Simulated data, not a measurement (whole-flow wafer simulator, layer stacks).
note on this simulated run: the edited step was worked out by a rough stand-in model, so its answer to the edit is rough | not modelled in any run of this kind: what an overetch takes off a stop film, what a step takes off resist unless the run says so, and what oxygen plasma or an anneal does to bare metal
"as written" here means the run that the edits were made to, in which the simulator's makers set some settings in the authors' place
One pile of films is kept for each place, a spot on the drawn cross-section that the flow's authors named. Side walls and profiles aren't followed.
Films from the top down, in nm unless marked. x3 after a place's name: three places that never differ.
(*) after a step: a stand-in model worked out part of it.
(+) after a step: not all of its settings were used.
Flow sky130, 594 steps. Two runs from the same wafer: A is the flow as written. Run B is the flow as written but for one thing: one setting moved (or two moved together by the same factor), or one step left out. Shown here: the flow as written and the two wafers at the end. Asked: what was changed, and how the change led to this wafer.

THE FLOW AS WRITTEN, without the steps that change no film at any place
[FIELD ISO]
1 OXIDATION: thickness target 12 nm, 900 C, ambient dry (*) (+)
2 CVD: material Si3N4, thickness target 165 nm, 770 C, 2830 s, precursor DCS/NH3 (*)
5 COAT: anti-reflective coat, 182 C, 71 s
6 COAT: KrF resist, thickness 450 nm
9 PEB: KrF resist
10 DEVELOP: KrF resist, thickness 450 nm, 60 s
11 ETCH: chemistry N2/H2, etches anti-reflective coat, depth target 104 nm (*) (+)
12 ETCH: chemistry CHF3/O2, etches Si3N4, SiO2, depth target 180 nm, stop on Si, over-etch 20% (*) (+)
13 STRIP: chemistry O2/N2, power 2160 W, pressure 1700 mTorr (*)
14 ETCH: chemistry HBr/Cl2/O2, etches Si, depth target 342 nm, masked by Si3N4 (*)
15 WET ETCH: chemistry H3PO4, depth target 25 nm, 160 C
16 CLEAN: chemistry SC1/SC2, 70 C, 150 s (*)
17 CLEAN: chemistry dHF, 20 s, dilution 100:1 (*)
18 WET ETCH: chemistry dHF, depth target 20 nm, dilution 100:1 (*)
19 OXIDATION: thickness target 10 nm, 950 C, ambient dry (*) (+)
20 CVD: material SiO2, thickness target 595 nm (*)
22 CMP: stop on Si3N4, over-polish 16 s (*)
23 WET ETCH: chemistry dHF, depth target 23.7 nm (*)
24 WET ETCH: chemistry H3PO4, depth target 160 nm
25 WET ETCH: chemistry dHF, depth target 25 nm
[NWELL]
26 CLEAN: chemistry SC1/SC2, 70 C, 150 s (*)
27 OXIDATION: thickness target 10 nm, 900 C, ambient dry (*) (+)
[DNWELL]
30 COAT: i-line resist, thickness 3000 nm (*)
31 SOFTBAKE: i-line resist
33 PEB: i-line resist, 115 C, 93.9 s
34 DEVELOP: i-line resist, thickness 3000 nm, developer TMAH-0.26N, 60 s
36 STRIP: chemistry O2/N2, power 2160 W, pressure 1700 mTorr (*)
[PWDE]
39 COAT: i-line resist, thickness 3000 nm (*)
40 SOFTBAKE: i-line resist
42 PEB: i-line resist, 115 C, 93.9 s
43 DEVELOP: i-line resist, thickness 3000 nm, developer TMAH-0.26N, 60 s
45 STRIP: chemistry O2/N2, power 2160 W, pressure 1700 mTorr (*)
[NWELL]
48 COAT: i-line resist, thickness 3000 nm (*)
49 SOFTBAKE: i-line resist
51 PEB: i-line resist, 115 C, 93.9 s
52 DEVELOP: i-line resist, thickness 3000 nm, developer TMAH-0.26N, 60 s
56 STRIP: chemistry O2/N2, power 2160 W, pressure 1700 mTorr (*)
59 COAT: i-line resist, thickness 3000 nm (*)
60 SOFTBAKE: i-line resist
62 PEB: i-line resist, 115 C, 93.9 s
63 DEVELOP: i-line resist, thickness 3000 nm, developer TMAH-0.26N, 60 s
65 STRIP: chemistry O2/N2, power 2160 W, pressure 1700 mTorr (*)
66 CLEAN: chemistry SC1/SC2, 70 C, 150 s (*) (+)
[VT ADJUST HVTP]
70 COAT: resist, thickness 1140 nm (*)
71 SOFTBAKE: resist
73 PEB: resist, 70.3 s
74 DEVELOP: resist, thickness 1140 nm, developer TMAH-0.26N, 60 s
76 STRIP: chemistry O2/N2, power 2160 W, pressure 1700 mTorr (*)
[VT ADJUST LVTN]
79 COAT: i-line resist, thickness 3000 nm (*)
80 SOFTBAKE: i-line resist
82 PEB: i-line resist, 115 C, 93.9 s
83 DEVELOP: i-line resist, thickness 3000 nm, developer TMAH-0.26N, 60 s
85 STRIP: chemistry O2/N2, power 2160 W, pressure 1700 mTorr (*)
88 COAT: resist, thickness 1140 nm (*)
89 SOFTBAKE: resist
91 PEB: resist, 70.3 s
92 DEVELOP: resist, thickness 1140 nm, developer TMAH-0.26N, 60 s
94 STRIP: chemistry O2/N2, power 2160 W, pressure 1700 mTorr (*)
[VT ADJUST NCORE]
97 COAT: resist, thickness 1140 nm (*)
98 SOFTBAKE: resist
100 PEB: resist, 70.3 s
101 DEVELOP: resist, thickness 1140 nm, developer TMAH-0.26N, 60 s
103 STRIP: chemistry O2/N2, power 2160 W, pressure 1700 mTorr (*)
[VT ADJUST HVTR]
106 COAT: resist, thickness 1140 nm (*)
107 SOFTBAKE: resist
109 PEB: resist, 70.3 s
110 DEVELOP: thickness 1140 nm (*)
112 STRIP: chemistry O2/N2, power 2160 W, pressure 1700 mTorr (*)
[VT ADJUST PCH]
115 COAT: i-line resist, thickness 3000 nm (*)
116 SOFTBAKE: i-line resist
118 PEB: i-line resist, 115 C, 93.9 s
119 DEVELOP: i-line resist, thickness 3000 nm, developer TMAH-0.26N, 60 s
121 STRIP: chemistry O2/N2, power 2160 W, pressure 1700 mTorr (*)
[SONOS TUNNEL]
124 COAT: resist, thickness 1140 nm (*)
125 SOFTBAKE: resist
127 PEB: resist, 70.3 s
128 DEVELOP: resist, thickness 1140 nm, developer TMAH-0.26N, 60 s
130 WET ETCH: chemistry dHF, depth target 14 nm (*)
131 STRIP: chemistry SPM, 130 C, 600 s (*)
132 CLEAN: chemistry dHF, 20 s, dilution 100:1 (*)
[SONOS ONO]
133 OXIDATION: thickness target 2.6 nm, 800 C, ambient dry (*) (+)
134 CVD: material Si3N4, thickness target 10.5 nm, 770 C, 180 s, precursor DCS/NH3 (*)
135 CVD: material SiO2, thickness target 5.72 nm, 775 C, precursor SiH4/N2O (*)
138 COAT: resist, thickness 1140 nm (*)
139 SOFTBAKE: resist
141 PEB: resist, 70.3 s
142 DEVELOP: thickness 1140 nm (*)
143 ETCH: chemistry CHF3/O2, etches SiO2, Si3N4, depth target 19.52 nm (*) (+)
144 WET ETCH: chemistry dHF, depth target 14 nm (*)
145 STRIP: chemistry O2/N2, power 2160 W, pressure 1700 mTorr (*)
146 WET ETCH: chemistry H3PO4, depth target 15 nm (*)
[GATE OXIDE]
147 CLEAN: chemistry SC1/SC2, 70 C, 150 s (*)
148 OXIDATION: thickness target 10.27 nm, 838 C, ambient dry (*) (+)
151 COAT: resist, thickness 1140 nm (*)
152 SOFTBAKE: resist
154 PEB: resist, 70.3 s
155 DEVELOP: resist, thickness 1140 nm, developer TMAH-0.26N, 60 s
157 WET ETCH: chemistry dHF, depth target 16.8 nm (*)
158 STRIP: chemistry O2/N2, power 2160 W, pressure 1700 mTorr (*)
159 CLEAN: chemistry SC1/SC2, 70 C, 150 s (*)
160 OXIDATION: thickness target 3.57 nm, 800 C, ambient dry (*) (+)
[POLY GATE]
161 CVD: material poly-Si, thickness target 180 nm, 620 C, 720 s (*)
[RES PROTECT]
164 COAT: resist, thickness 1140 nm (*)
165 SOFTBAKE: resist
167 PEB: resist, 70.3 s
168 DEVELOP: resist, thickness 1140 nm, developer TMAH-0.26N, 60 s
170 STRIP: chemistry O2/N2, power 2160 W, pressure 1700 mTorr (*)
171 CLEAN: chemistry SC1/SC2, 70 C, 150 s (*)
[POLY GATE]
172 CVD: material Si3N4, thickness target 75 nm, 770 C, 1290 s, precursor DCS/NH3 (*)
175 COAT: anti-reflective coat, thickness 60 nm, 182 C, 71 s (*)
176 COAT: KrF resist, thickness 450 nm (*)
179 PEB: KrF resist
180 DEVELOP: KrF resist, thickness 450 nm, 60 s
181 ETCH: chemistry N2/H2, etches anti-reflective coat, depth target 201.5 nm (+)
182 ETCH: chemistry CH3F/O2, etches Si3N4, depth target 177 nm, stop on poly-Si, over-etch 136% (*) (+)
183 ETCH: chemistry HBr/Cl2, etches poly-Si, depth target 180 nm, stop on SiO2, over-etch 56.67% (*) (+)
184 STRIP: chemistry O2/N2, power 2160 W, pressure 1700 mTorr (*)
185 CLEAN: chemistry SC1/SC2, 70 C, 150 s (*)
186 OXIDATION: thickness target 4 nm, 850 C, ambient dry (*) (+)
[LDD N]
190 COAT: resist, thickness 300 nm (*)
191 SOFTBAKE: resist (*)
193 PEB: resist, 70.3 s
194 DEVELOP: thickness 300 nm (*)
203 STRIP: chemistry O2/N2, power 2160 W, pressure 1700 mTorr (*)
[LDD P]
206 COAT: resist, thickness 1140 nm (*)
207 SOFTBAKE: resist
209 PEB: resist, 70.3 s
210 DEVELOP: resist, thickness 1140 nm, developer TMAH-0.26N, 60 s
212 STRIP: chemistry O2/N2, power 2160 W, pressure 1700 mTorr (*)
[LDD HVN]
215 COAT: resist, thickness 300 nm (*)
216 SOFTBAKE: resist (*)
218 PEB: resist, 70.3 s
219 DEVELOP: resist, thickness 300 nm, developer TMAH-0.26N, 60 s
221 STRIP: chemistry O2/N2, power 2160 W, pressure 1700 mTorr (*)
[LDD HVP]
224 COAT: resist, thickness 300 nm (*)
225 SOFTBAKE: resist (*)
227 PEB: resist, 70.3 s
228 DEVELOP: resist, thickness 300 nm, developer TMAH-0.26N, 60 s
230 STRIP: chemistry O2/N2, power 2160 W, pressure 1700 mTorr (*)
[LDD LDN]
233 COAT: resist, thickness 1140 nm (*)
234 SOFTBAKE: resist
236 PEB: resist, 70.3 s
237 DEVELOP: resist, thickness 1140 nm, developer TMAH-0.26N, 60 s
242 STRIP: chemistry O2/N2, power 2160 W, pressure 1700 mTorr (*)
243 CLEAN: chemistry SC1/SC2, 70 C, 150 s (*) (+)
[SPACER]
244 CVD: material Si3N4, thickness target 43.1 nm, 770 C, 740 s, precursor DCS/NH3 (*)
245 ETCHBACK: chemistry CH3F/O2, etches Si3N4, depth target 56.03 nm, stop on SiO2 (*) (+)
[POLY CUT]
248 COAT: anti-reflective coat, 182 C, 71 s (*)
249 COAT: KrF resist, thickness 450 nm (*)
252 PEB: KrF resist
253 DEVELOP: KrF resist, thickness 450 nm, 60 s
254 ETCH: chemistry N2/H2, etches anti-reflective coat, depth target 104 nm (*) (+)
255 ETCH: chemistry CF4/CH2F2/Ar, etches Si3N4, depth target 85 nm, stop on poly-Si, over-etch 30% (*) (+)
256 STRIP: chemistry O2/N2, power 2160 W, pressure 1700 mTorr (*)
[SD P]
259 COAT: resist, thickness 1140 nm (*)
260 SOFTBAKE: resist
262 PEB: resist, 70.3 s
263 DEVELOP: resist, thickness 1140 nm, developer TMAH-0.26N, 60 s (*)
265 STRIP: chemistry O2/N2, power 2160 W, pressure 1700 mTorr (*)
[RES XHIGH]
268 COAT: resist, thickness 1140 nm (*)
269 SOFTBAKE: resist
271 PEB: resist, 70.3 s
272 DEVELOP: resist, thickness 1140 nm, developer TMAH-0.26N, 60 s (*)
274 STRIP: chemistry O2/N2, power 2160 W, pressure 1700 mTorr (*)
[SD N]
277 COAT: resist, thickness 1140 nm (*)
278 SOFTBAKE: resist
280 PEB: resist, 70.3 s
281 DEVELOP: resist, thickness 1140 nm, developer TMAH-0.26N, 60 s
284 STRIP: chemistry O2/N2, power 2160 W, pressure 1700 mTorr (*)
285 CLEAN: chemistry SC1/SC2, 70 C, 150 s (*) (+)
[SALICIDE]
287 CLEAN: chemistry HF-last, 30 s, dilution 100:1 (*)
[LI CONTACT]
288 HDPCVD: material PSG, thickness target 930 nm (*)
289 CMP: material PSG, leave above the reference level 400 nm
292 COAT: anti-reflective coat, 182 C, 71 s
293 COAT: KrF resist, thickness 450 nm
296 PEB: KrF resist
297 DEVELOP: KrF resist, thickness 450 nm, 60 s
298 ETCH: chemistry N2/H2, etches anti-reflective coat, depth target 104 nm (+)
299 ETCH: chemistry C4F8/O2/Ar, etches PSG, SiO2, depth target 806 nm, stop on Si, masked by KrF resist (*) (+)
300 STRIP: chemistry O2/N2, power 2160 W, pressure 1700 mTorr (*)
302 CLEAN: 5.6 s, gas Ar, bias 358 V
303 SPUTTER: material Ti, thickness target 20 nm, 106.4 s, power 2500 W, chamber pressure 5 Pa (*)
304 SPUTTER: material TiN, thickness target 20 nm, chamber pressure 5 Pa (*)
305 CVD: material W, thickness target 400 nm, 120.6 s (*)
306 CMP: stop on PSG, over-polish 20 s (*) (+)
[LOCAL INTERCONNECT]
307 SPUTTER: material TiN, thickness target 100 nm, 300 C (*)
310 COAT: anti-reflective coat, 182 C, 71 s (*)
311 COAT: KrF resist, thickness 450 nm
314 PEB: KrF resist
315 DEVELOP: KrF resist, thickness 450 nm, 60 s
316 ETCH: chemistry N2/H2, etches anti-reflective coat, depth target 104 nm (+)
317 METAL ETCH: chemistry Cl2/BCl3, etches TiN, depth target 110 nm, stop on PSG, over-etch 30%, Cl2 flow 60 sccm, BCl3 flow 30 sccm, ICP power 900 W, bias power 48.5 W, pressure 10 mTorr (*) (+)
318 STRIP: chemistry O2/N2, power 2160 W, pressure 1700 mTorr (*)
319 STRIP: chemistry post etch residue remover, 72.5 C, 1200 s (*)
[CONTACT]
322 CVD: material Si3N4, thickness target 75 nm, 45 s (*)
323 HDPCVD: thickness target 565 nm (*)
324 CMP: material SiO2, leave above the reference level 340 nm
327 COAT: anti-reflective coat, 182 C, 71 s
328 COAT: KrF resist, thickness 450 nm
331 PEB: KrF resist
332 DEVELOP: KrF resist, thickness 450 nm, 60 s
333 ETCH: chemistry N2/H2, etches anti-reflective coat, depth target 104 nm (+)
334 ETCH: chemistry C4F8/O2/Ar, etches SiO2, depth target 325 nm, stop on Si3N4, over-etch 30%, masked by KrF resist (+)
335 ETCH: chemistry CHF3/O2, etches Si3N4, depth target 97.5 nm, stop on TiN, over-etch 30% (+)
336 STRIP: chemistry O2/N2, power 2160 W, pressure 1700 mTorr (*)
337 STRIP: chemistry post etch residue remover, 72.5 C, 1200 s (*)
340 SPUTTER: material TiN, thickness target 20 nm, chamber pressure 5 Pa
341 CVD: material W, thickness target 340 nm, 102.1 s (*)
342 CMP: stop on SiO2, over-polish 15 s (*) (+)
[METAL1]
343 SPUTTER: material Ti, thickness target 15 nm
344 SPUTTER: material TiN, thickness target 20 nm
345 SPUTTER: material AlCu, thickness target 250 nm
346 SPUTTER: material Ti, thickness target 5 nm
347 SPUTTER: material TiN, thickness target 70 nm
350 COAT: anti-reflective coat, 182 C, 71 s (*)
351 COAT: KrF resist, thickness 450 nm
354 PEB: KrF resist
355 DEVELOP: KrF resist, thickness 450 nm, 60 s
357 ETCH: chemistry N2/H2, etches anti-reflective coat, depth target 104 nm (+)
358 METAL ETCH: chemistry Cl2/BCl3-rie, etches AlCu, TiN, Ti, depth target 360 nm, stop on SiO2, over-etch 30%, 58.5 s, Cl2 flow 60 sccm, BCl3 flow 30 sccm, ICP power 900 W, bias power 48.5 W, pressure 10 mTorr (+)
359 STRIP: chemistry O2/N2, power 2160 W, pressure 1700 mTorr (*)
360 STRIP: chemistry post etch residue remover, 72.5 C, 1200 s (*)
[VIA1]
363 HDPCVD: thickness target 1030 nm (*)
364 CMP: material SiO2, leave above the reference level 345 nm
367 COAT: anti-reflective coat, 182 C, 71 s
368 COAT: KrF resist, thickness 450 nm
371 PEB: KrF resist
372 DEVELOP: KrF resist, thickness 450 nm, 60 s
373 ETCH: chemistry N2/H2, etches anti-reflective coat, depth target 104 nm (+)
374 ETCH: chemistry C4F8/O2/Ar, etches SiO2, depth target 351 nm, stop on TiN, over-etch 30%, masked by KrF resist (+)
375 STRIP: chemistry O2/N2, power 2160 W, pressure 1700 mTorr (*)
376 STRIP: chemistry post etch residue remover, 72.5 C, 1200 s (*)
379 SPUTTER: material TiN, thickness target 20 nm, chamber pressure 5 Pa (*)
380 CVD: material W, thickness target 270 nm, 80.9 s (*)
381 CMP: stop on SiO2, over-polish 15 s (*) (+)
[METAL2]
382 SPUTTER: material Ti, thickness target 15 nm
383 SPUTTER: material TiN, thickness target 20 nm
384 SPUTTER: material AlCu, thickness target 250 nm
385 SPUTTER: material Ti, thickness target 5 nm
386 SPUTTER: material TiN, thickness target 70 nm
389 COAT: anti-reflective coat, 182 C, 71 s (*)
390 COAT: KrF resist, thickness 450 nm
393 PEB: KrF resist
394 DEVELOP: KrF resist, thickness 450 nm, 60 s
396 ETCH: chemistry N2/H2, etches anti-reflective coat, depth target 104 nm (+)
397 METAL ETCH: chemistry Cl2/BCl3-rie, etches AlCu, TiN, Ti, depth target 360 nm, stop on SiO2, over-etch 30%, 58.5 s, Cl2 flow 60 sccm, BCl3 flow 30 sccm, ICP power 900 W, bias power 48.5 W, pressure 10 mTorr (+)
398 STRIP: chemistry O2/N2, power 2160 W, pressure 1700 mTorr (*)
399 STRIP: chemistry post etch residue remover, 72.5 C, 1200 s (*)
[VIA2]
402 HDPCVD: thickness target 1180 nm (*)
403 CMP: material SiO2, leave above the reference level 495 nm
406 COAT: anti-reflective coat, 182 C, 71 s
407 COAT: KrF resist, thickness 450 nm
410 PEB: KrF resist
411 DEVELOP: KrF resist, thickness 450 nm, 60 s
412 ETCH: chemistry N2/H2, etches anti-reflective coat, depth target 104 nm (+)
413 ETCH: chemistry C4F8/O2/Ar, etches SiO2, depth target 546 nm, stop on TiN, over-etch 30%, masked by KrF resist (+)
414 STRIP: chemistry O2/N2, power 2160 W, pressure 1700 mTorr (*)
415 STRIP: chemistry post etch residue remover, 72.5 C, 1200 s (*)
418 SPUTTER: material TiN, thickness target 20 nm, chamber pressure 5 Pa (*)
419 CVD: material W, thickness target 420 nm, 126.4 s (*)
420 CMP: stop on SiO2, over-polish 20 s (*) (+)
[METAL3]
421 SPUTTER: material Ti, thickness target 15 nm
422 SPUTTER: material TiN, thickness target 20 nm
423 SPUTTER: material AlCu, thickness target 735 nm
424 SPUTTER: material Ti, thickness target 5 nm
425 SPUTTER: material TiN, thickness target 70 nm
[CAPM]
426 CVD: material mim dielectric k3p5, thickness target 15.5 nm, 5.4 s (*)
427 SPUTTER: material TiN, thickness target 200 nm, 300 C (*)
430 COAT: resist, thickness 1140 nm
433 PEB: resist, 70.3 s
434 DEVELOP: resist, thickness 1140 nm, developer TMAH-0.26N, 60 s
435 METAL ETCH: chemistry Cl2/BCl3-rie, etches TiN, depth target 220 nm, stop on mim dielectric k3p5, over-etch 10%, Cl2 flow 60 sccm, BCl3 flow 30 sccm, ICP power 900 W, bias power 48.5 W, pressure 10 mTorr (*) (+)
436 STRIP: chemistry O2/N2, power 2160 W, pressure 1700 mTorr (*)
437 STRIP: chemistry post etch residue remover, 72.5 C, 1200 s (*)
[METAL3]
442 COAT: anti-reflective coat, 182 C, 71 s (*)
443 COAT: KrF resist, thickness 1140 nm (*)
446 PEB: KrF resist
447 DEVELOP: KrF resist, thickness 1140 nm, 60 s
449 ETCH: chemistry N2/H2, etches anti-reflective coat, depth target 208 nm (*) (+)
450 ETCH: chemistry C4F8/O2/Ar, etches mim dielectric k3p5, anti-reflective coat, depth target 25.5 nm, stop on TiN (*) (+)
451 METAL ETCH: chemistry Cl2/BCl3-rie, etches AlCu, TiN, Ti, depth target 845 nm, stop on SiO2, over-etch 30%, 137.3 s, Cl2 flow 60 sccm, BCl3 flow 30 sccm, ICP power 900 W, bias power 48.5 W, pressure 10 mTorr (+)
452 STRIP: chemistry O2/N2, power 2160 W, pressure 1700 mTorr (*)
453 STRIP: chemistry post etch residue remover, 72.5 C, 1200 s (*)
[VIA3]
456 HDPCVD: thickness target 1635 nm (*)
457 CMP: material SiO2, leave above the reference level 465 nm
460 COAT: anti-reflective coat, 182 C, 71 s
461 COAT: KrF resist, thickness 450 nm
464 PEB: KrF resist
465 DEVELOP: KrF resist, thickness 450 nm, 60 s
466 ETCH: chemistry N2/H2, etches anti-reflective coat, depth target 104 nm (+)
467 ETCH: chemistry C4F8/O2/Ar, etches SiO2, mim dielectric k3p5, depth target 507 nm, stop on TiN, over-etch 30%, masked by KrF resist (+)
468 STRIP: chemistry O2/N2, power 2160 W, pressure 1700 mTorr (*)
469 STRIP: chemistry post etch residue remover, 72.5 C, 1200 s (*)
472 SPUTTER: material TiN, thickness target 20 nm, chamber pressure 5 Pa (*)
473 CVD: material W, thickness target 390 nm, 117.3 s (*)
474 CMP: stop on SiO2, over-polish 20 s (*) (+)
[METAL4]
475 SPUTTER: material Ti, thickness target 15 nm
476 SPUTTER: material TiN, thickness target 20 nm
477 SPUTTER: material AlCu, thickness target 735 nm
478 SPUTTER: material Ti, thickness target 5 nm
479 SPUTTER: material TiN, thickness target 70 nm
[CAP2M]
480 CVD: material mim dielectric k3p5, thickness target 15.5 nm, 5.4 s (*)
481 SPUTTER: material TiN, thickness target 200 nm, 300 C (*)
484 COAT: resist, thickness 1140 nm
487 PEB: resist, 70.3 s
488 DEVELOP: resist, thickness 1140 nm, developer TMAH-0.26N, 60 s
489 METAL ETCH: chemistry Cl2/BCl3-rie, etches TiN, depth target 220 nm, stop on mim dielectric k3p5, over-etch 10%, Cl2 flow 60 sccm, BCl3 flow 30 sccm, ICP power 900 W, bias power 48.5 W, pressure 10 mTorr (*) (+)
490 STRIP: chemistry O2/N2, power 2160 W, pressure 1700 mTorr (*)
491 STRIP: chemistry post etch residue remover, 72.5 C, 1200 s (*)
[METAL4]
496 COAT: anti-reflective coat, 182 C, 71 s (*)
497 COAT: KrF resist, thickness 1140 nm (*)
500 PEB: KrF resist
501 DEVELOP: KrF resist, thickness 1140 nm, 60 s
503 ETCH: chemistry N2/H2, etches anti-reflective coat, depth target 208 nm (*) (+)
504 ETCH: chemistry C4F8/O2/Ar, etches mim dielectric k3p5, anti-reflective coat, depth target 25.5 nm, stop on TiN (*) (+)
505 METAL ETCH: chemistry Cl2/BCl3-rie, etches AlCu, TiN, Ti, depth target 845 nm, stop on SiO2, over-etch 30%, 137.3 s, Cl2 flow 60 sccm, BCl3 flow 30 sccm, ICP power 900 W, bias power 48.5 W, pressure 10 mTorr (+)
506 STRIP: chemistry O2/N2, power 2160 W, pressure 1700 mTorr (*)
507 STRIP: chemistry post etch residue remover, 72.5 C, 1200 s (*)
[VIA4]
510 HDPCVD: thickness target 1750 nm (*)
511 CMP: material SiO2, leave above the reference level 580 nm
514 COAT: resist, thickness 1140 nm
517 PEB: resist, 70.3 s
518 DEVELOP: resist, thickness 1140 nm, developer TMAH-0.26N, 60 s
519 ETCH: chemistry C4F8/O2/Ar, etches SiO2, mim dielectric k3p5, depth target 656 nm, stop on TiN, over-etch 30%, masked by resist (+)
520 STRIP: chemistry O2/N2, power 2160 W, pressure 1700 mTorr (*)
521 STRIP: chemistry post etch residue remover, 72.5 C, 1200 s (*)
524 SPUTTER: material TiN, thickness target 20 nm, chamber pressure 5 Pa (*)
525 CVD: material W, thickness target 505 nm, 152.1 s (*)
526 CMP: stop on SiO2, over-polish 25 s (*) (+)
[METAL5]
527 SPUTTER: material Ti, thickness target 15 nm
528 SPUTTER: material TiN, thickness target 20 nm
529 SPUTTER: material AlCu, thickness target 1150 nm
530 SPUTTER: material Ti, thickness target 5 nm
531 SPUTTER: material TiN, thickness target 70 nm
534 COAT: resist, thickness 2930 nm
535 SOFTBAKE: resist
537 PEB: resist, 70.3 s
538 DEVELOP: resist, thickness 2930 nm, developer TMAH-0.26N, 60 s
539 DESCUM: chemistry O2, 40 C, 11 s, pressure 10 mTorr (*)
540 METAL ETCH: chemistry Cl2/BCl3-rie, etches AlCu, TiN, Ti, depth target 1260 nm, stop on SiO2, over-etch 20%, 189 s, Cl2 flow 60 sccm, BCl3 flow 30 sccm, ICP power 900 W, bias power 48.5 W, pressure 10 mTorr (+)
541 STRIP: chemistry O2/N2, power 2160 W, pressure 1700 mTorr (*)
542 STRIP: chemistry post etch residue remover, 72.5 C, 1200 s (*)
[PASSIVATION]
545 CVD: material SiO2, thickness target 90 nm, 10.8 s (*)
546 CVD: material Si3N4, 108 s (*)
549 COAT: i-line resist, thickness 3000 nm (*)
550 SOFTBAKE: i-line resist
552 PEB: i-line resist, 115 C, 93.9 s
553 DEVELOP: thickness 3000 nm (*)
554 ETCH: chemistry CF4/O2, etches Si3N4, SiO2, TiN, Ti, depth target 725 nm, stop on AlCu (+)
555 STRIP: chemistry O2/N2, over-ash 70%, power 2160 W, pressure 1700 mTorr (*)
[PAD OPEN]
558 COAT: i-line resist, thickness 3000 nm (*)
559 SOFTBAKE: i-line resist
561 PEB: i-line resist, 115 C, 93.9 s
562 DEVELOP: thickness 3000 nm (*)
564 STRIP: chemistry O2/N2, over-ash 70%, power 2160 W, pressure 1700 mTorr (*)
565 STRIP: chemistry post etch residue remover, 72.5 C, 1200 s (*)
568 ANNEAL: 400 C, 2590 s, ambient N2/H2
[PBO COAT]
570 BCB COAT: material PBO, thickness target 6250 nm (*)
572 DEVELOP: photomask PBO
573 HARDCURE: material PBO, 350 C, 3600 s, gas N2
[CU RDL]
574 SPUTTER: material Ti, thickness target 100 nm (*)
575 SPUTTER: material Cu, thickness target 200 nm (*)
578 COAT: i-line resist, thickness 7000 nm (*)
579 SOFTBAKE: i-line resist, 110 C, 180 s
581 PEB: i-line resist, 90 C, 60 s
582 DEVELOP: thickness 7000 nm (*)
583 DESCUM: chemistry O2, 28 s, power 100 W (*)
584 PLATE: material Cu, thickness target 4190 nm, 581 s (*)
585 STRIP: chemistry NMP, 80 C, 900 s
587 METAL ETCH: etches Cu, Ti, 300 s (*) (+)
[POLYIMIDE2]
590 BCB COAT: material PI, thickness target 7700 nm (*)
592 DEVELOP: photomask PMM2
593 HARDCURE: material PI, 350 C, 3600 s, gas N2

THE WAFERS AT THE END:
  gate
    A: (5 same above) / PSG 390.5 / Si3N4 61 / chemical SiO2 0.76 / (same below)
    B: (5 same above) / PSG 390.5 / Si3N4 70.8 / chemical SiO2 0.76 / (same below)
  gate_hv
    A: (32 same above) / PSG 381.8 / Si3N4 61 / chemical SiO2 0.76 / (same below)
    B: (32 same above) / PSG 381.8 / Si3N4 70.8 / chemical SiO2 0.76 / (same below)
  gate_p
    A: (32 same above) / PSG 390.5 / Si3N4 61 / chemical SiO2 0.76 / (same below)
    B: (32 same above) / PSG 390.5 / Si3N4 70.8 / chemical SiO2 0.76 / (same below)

The cause: step 245, ETCHBACK: depth target 46.22 nm was run, where the flow has depth target 56.03 nm.

How the change led to this, step by step:
  245 ETCHBACK: chemistry CH3F/O2, etches Si3N4, depth target 56.03 nm, stop on SiO2 (*) (+)
      field, active, p_well and 101 more: A Si3N4 -43.1 (all of it), SiO2 -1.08 | B Si3N4 -43.1 (all of it), SiO2 -0.26
      n_well, gate, gate_hv and 74 more: A Si3N4 -56 | B Si3N4 -46.2
  248 COAT: anti-reflective coat, 182 C, 71 s (*)
      field: A anti-reflective coat +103 (new film) | B anti-reflective coat +108.3 (new film)
      active: A anti-reflective coat +216.3 (new film) | B anti-reflective coat +223.6 (new film)
      (and at 58 more places)
  249 COAT: KrF resist, thickness 450 nm (*)
      poly_dn: A KrF resist +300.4 (new film) | B KrF resist +290.9 (new film)
      gate_len: A KrF resist +347 (new film) | B KrF resist +338.8 (new film)
      (and at 7 more places)
  253 DEVELOP: KrF resist, thickness 450 nm, 60 s
      rxpo_ln: A KrF resist -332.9 (all of it) | B KrF resist -325.7 (all of it)
  254 ETCH: chemistry N2/H2, etches anti-reflective coat, depth target 104 nm (*) (+)
      rxpo_ln: A anti-reflective coat -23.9 (all of it), Si3N4 -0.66 | B anti-reflective coat -25.2 (all of it), Si3N4 -0.63
  255 ETCH: chemistry CF4/CH2F2/Ar, etches Si3N4, depth target 85 nm, stop on poly-Si, over-etch 30% (*) (+)
      field, active, n_well and 180 more: A KrF resist -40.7 | B KrF resist -42.5
      poly_licon: A Si3N4 -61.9 (all of it), chemical SiO2 -0.76 (all of it) | B Si3N4 -71.7 (all of it), chemical SiO2 -0.76 (all of it)
      (and at 6 more places)
  256 STRIP: chemistry O2/N2, power 2160 W, pressure 1700 mTorr (*)
      field: A KrF resist -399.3 (all of it), anti-reflective coat -103 (all of it) | B KrF resist -398.4 (all of it), anti-reflective coat -108.3 (all of it)
      active: A KrF resist -323.4 (all of it), anti-reflective coat -216.3 (all of it) | B KrF resist -320.7 (all of it), anti-reflective coat -223.6 (all of it)
      (and at 64 more places)
  260 SOFTBAKE: resist
      pplus_nw: A resist +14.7 | B resist +15.3
      pwell_dnw: A resist +9.74 | B resist +10.3
      (and at 10 more places)
  269 SOFTBAKE: resist
      pplus_nw: A resist +14.7 | B resist +15.3
      pwell_dnw: A resist +9.74 | B resist +10.3
      (and at 10 more places)
  278 SOFTBAKE: resist
      pplus_nw: A resist +14.7 | B resist +15.3
      pwell_dnw: A resist +9.74 | B resist +10.3
      (and at 11 more places)
  289 CMP: material PSG, leave above the reference level 400 nm
      mim, vpp_sp, vpp_ln and 28 more: A PSG -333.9 | B PSG -324.9
      active, p_well, sd_n and 19 more: A PSG -285.8 | B PSG -276.8
      (and at 53 more places)
  299 ETCH: chemistry C4F8/O2/Ar, etches PSG, SiO2, depth target 806 nm, stop on Si, masked by KrF resist (*) (+)
      contact, ndiff_licon, ndiff_licon_cpp: A PSG -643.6 (all of it), SiO2 -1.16 (all of it) | B PSG -652.6 (all of it), SiO2 -1.97 (all of it)
      poly_licon, rpo_hd_licon: A PSG -411.7 (all of it) | B PSG -421.5 (all of it)
  303 SPUTTER: material Ti, thickness target 20 nm, 106.4 s, power 2500 W, chamber pressure 5 Pa (*)
      ndiff_licon_cpp: A Ti +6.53 (new film) | B Ti +7.12 (new film)
  306 CMP: stop on PSG, over-polish 20 s (*) (+)
      poly_licon: A W -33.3 | B W -23.5
